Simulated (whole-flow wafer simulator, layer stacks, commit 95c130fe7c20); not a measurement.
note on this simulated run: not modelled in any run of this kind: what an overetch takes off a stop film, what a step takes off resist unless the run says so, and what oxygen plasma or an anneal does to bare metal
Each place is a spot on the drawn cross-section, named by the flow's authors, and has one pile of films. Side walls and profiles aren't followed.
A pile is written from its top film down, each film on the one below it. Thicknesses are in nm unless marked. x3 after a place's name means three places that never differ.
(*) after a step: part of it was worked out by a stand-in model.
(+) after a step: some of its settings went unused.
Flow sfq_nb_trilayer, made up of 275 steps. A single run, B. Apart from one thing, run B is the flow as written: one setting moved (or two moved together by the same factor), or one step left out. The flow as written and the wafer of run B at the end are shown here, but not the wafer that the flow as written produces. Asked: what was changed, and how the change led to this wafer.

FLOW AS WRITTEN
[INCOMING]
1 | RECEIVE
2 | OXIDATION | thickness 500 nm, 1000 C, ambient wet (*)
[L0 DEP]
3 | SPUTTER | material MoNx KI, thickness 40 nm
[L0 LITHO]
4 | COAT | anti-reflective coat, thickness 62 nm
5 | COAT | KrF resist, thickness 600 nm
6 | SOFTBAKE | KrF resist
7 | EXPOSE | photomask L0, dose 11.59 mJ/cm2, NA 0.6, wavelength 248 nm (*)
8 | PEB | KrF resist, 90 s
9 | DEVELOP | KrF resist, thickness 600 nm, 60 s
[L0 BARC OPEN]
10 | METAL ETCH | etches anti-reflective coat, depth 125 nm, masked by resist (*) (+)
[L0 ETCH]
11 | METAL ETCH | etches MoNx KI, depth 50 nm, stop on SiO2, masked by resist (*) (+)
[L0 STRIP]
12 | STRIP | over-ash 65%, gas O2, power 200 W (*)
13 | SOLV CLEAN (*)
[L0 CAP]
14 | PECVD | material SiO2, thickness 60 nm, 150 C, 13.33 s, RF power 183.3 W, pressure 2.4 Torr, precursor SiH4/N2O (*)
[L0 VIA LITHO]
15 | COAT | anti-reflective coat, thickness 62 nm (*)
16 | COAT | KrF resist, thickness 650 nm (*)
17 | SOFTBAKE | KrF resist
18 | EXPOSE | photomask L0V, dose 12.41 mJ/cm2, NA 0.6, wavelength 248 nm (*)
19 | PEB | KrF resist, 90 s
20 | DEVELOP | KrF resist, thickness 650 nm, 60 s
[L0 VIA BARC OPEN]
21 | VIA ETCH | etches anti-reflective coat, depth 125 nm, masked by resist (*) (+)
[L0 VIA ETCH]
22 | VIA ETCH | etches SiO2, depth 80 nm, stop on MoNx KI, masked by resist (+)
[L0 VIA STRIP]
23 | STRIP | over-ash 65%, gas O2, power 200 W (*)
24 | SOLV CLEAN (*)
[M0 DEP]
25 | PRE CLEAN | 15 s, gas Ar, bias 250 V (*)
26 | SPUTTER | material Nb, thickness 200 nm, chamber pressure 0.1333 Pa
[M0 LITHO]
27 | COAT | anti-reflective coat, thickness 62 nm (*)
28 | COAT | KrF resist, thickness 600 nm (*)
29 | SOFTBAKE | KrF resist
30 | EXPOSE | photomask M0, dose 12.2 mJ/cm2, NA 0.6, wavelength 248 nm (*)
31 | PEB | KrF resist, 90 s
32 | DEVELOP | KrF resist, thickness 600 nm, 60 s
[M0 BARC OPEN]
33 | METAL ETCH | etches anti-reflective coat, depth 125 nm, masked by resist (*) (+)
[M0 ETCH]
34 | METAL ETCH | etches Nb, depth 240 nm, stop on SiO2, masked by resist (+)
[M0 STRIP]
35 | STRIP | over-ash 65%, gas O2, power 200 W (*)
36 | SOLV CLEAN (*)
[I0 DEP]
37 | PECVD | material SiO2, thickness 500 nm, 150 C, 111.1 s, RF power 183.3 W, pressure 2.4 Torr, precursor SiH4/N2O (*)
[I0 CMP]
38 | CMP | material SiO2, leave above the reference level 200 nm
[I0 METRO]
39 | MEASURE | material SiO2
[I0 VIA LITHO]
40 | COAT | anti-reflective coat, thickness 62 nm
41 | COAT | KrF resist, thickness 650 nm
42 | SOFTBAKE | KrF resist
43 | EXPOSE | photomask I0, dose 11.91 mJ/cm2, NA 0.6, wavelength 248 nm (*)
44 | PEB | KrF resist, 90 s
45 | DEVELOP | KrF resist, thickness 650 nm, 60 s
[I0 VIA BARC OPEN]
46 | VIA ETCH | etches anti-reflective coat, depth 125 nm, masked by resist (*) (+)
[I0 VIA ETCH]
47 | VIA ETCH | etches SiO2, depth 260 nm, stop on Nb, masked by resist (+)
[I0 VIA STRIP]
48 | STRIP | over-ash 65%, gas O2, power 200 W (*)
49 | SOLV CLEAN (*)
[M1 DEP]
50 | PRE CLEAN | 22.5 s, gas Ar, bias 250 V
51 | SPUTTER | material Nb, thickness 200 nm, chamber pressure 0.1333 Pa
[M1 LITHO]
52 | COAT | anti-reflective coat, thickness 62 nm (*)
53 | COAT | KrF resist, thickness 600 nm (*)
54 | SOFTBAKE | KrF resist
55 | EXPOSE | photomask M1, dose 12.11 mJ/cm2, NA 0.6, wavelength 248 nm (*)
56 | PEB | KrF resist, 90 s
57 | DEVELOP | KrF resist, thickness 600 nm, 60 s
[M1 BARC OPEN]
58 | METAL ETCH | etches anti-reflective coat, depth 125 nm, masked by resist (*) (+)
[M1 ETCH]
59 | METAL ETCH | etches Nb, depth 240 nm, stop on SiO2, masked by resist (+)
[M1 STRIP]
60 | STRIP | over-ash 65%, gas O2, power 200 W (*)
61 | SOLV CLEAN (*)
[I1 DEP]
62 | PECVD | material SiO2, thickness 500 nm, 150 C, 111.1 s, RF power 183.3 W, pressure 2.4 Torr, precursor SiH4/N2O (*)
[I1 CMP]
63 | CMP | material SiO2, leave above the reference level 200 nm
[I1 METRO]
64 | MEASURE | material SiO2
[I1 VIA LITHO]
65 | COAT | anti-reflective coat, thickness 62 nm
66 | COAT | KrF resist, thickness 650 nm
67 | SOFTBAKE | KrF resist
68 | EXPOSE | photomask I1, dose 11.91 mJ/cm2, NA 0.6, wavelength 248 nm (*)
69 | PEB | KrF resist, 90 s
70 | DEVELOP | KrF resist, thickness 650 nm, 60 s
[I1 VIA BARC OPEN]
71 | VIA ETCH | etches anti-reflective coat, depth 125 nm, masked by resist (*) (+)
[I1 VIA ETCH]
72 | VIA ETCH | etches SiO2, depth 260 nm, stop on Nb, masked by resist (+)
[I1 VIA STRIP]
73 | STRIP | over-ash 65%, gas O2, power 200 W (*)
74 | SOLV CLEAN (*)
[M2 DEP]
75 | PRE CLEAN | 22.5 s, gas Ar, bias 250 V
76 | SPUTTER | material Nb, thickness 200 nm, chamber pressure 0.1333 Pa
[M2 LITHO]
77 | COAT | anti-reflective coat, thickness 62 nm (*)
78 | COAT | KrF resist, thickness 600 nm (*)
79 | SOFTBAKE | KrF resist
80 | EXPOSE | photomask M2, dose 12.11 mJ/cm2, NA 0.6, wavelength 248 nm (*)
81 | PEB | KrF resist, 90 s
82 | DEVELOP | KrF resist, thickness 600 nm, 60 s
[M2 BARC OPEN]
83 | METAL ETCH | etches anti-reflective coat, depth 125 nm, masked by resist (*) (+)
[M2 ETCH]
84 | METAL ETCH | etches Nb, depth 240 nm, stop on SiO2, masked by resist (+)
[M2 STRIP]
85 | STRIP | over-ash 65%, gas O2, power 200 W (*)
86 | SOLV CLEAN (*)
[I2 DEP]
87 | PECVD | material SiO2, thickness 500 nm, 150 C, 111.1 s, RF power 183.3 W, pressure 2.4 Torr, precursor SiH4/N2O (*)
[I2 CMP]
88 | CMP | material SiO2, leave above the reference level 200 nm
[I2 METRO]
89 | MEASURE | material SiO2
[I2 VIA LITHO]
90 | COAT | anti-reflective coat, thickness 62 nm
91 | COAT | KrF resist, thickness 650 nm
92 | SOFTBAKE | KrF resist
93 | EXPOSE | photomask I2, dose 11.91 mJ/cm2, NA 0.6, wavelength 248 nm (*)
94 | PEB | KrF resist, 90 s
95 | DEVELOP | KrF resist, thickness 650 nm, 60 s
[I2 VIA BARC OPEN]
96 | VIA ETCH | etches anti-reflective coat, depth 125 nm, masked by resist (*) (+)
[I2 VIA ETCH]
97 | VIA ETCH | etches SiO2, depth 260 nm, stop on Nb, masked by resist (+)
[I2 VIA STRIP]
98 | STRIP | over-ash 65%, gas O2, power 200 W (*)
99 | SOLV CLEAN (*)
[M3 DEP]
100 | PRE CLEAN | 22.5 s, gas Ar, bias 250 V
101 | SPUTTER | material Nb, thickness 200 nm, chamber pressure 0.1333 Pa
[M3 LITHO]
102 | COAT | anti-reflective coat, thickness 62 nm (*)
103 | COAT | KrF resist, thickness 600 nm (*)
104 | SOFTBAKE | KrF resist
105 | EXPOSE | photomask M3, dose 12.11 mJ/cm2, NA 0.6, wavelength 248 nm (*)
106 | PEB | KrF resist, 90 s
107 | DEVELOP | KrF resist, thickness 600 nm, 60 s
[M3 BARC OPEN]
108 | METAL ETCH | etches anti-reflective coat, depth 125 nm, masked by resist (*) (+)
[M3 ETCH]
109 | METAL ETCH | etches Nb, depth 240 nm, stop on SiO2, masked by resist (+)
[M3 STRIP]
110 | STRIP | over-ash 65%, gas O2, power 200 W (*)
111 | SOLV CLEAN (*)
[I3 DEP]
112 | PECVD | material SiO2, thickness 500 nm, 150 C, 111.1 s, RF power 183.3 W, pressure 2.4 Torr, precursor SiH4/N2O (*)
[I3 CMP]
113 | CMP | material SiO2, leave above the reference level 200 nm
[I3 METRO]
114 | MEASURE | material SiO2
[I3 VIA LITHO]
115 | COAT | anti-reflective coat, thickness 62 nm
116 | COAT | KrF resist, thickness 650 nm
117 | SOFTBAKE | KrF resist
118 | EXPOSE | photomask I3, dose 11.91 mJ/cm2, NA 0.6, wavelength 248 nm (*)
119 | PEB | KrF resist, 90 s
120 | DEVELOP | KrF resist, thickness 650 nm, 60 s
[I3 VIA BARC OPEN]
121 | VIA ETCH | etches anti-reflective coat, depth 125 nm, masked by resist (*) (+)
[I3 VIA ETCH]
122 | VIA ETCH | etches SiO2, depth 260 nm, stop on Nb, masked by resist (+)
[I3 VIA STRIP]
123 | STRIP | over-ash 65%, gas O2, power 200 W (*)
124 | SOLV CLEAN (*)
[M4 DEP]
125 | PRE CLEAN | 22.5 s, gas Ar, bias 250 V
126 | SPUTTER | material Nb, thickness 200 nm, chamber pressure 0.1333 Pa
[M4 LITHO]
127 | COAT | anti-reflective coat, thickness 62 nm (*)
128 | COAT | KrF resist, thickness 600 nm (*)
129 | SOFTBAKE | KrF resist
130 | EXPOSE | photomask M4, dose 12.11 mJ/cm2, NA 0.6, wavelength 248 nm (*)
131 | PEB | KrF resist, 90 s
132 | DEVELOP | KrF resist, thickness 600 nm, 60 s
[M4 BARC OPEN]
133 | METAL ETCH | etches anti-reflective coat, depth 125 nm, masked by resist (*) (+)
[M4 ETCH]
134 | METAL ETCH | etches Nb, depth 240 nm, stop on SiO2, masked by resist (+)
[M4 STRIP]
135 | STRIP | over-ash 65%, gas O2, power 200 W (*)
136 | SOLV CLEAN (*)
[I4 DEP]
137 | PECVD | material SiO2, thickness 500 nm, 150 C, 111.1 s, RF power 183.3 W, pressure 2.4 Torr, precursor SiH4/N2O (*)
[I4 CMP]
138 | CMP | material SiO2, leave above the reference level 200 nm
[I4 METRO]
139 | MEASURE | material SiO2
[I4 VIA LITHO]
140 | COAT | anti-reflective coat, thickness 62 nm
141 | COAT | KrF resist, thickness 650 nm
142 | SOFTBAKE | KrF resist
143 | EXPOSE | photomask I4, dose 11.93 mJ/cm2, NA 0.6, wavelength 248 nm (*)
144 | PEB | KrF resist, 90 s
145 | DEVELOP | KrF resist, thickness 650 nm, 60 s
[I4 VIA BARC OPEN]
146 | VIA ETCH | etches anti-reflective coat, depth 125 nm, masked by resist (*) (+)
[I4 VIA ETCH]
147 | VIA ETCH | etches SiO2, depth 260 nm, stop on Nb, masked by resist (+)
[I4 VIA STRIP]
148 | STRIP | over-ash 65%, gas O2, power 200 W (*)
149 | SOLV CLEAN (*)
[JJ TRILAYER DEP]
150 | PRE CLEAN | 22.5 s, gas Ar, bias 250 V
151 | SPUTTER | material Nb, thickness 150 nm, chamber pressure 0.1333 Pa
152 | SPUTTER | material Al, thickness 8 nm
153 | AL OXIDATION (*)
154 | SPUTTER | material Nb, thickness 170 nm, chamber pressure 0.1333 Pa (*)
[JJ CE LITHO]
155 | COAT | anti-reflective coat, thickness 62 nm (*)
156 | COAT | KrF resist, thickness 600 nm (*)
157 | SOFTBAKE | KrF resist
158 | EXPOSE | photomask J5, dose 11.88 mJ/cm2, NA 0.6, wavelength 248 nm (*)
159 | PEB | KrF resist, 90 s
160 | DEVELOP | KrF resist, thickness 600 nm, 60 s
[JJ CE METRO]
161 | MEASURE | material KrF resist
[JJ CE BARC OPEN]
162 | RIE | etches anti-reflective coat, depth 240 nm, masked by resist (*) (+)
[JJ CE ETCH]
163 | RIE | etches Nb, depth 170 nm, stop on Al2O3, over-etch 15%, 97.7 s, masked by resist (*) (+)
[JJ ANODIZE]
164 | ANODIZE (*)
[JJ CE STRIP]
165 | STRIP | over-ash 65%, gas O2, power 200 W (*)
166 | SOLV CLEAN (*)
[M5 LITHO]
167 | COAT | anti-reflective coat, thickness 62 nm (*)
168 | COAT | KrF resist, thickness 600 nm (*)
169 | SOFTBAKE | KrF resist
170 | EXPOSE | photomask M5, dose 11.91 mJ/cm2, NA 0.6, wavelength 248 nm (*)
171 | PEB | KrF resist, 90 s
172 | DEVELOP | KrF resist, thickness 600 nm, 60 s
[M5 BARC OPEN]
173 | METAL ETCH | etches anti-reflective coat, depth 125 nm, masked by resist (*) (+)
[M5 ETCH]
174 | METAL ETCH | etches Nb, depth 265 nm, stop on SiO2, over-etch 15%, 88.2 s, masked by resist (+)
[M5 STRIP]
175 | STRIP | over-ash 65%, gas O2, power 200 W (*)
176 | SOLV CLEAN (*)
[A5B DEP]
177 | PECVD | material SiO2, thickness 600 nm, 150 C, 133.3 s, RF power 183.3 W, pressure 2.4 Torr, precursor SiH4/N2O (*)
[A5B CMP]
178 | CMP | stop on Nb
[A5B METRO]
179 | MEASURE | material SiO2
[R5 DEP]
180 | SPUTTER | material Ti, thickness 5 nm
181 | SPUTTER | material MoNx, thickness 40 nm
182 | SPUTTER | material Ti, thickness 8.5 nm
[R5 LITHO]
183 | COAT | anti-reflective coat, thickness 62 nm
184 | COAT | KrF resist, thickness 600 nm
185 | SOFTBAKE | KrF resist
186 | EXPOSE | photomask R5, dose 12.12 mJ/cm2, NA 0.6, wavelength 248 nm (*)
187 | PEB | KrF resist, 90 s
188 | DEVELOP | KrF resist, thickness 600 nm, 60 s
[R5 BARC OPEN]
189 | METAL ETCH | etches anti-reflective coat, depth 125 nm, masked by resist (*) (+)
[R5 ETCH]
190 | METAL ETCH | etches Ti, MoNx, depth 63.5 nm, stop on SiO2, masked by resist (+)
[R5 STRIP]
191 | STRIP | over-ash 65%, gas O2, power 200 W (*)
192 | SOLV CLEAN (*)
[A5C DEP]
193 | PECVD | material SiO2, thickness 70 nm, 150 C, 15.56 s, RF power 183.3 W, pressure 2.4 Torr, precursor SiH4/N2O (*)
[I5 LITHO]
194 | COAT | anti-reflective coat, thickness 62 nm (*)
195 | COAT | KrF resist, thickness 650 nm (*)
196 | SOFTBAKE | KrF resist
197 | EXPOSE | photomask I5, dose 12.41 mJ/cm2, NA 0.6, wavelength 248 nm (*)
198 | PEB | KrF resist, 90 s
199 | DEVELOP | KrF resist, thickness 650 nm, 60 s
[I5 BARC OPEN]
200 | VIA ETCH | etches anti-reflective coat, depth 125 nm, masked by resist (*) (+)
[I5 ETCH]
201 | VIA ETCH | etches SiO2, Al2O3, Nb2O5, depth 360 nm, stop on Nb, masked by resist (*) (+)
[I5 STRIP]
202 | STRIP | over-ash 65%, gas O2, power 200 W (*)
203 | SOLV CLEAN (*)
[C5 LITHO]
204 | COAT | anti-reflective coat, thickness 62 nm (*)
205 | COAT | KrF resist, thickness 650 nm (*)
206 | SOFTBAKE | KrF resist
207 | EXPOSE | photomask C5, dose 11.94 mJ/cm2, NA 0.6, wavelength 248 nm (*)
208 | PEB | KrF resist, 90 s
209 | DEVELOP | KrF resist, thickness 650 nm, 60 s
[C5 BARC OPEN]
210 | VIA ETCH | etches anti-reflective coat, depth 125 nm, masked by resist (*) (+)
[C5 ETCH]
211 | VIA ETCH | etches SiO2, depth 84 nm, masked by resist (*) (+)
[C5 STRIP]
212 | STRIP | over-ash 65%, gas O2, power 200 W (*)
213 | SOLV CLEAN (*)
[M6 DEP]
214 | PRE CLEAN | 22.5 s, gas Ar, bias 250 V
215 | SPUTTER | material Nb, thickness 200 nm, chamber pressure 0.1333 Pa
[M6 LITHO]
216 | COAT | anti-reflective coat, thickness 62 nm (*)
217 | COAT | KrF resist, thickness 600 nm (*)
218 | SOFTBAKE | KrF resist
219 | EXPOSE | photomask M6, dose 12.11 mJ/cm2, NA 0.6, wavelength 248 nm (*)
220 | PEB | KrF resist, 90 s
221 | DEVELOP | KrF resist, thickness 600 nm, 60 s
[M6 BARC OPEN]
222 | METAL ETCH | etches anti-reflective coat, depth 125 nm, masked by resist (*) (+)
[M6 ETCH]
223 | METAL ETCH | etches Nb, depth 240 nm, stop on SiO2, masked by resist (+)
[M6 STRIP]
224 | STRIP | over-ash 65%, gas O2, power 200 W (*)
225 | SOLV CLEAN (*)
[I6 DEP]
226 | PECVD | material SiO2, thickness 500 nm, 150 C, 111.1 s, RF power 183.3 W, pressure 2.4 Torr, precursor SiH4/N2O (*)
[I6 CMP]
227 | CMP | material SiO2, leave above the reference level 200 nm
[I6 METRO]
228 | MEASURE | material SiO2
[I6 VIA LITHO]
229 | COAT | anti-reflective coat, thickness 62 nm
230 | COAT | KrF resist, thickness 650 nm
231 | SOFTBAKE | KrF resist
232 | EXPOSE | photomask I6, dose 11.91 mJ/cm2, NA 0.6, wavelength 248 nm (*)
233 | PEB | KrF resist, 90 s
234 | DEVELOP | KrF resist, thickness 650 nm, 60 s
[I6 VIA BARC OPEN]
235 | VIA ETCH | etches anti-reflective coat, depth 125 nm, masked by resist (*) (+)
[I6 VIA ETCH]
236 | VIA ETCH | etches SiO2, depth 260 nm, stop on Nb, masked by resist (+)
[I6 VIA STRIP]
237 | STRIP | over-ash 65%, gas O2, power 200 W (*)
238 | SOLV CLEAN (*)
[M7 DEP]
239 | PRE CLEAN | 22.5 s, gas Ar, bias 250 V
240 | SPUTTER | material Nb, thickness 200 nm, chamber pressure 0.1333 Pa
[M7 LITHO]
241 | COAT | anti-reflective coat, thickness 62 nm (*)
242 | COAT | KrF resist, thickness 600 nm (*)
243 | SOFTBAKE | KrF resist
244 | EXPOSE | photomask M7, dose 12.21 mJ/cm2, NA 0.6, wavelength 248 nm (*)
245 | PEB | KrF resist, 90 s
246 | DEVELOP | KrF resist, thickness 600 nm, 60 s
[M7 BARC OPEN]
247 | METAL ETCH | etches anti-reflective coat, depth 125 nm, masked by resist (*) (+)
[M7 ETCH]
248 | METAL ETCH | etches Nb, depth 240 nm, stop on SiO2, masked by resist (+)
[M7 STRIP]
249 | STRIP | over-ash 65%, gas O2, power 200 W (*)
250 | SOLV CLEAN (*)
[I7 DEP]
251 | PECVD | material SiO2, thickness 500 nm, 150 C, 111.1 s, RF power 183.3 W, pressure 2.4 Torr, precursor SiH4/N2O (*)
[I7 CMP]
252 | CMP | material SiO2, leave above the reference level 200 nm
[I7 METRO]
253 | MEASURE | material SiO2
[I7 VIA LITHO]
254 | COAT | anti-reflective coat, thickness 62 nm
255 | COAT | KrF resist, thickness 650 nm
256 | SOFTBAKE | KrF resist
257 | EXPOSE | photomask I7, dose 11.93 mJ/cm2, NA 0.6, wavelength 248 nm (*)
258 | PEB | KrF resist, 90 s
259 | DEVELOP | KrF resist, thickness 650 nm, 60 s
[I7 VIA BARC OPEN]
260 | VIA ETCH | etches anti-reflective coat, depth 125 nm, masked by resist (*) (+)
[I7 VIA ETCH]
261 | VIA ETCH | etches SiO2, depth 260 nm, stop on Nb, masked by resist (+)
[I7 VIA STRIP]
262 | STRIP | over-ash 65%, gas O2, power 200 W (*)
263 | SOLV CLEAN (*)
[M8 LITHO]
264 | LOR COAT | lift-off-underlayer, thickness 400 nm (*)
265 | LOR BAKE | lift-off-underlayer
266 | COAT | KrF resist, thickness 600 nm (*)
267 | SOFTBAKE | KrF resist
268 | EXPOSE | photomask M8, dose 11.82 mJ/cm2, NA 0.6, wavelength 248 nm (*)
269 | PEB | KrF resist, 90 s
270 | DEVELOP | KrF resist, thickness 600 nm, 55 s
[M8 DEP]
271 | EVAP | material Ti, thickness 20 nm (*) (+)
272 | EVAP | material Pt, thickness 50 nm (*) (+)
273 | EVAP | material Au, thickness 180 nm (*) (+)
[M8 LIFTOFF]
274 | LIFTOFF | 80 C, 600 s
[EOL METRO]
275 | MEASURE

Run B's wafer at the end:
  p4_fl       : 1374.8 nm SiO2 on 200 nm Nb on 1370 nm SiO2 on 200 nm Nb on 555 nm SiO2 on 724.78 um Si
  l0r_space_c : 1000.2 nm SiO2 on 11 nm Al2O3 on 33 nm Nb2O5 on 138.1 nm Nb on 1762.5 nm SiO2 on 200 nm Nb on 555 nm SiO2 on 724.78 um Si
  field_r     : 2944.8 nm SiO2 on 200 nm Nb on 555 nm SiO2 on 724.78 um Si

The reason: step 152, SPUTTER: thickness 6.96 nm was run, though the flow has thickness 8 nm.

Step by step, how the change led to this:
  152 | SPUTTER | material Al, thickness 8 nm
      field_l, v_sur, via_sp and 100 more: Al gains 6.96 (new film) (it would be, as written: Al gains 8 (new film))
      via_wl, via_wr: Al gains 4.47 (new film) (it would be, as written: Al gains 5.14 (new film))
      (also at 1 further place)
  164 | ANODIZE (*)
      field_l, v_sur, via_sp and 96 more: Al2O3 gains 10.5, Nb2O5 gains 33 (new film), Al loses 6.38 (all of it), Nb loses 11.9 (it would be, as written: Al2O3 gains 12.2, Nb2O5 gains 29.9 (new film), Al loses 7.42 (all of it), Nb loses 10.8)
      via_wl, via_wr: Al2O3 gains 6.42 (new film), Nb2O5 gains 41.2 (new film), Al loses 3.89 (all of it), Nb loses 14.8 (it would be, as written: Al2O3 gains 7.52 (new film), Nb2O5 gains 39.2 (new film), Al loses 4.56 (all of it), Nb loses 14.1)
      (also at 1 further place)
  167 | COAT | anti-reflective coat, thickness 62 nm (*)
      ce_l: anti-reflective coat gains 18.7 (new film) (it would be, as written: anti-reflective coat gains 19.6 (new film))
      ce_r: anti-reflective coat gains 18.8 (new film) (it would be, as written: anti-reflective coat gains 19.7 (new film))
  174 | METAL ETCH | etches Nb, depth 265 nm, stop on SiO2, over-etch 15%, 88.2 s, masked by resist (+)
      field_l, r_sur, res and 50 more: Al2O3 loses 10.9 (all of it), Nb2O5 loses 33 (all of it), Nb loses 138.1 (all of it), SiO2 loses 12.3 (it would be, as written: Al2O3 loses 12.6 (all of it), Nb2O5 loses 29.9 (all of it), Nb loses 139.2 (all of it), SiO2 loses 12.3)
  175 | STRIP | over-ash 65%, gas O2, power 200 W (*)
      ce_l: KrF resist loses 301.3 (all of it), anti-reflective coat loses 18.7 (all of it) (it would be, as written: KrF resist loses 299.6 (all of it), anti-reflective coat loses 19.6 (all of it))
      ce_r: KrF resist loses 301.6 (all of it), anti-reflective coat loses 18.8 (all of it) (it would be, as written: KrF resist loses 299.9 (all of it), anti-reflective coat loses 19.7 (all of it))
  201 | VIA ETCH | etches SiO2, Al2O3, Nb2O5, depth 360 nm, stop on Nb, masked by resist (*) (+)
      be: SiO2 loses 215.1 (all of it), Al2O3 loses 11 (all of it), Nb2O5 loses 33 (all of it) (it would be, as written: SiO2 loses 216.4 (all of it), Al2O3 loses 12.7 (all of it), Nb2O5 loses 29.9 (all of it))
